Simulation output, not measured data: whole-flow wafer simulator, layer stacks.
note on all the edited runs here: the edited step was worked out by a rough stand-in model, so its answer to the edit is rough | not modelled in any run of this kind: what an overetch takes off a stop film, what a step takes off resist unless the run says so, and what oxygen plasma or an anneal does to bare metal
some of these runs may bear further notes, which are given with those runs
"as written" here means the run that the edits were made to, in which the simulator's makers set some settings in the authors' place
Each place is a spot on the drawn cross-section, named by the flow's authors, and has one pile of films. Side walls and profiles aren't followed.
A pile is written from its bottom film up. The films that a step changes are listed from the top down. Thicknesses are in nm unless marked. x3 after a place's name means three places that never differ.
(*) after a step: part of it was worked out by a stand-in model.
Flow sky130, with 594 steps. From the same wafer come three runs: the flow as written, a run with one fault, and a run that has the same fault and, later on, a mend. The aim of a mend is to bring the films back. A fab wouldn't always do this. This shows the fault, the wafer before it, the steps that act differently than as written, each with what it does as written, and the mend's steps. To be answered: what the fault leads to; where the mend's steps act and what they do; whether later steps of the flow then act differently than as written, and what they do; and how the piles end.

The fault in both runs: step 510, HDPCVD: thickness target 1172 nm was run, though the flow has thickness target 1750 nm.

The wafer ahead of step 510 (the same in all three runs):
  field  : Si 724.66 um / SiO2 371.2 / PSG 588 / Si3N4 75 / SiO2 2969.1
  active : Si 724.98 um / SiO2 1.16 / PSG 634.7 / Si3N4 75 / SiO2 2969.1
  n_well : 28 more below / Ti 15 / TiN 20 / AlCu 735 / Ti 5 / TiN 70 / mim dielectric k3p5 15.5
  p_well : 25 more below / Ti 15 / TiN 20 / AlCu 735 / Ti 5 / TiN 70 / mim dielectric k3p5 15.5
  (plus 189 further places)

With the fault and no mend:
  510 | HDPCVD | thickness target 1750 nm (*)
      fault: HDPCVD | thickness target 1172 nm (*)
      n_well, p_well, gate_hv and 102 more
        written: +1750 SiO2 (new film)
        fault: +1172 SiO2 (new film)
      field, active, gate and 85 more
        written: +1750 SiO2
        fault: +1172 SiO2
  Steps later in the flow that act otherwise than as written (not shown: 22 more steps that differ only slightly, by at most 2% or 0.5 nm, whichever is larger):
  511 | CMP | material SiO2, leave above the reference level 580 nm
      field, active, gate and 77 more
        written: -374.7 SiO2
        fault: nothing
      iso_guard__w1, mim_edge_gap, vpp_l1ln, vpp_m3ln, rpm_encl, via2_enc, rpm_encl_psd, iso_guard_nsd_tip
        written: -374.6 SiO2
        fault: nothing
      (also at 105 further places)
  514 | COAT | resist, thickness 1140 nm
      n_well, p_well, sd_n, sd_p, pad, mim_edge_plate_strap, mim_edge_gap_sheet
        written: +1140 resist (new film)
        fault: +937.9 resist (new film)
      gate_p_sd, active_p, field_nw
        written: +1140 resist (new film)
        fault: +1171 resist (new film)
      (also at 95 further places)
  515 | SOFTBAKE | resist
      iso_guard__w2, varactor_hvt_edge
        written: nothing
        fault: -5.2 resist
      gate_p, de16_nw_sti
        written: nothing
        fault: +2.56 resist
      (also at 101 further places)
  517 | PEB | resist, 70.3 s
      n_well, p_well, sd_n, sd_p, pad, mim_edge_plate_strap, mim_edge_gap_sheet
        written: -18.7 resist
        fault: -14.6 resist
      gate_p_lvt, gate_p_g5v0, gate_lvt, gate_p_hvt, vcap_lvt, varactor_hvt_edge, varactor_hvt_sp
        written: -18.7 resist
        fault: -16.6 resist
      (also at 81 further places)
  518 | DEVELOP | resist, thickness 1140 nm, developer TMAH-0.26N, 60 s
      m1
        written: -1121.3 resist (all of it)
        fault: -988 resist (all of it)
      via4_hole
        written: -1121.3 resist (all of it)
        fault: -967.9 resist (all of it)
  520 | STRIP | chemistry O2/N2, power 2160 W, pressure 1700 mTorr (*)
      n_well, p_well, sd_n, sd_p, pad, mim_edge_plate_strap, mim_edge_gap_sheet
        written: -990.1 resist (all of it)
        fault: -792.1 resist (all of it)
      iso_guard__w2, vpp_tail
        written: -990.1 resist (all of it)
        fault: -849 resist (all of it)
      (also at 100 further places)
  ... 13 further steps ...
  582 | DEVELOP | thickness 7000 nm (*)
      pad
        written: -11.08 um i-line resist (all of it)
        fault: -11.1 um i-line resist (all of it)
  At field, active, gate and 86 more, the piles at the end differ from the flow's by more than 2% or 0.5 nm, whichever is larger.
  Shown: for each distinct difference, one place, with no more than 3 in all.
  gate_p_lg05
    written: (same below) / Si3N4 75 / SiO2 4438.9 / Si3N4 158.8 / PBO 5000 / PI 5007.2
    fault: (same below) / Si3N4 75 / SiO2 4141.1 / TiN 20 / W 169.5 / SiO2 125.2 / Si3N4 158.8 / PBO 5000 / PI 5005.1
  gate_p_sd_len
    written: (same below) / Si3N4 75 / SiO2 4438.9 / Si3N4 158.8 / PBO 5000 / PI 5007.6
    fault: (same below) / Si3N4 75 / SiO2 4141.1 / TiN 20 / W 169.5 / SiO2 125.2 / Si3N4 158.8 / PBO 5000 / PI 5005.1
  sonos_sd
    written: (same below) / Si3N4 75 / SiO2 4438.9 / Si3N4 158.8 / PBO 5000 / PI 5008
    fault: (same below) / Si3N4 75 / SiO2 4141.1 / TiN 20 / W 169.5 / SiO2 125.2 / Si3N4 158.8 / PBO 5000 / PI 5001.8

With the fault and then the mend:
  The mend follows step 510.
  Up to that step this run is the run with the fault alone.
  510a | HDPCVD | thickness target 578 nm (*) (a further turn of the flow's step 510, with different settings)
      field, active, n_well and 190 more
        +578 SiO2
  Every later step of the flow that is run acts as written at every place that is followed.
  The piles end the same as the flow's at every place that both follow.
